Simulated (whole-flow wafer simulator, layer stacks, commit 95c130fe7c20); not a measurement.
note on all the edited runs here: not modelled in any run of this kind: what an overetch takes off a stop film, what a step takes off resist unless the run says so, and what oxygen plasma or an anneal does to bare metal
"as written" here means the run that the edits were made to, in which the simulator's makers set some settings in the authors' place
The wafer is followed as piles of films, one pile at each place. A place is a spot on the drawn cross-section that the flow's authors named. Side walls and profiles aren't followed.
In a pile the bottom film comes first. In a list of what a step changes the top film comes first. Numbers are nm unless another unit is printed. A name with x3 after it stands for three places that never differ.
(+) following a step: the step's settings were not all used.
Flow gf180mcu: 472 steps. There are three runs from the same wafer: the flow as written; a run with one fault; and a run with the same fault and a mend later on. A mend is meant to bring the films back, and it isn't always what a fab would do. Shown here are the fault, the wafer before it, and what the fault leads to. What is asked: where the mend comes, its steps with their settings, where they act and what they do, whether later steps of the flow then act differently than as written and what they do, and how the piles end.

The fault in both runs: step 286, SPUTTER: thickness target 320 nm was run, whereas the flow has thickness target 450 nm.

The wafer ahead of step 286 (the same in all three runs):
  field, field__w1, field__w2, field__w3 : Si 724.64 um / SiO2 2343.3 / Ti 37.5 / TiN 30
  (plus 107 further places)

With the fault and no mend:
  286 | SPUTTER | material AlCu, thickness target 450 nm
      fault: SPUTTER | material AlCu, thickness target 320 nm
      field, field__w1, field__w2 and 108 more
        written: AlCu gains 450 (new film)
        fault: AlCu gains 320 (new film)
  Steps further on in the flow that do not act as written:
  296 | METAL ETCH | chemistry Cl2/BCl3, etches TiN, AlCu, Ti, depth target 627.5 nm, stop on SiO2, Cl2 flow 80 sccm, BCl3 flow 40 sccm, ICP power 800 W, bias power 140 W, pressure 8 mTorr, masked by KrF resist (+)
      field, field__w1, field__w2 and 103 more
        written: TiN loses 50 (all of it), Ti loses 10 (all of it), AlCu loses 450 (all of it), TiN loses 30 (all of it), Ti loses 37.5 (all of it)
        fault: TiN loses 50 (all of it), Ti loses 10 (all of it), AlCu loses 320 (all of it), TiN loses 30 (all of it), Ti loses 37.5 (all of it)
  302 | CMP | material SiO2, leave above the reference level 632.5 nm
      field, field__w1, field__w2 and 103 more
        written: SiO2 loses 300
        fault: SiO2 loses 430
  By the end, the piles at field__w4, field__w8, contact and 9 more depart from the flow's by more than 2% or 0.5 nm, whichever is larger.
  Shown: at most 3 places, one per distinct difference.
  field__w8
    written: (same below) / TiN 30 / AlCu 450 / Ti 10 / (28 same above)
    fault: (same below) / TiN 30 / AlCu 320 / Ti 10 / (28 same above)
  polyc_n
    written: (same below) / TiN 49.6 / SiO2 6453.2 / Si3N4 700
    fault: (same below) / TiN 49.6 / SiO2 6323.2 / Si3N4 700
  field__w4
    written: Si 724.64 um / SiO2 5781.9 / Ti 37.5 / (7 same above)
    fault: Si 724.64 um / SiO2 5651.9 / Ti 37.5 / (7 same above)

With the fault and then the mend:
  The mend stands after step 286.
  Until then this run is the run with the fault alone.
  286a | SPUTTER | material AlCu, thickness target 130 nm (a further turn of the flow's step 286, with different settings)
      field, field__w1, field__w2 and 108 more
        AlCu gains 130
  Later steps of the flow that are run all act as written at every place that is followed.
  At every place that both follow, the piles at the end match the flow's.
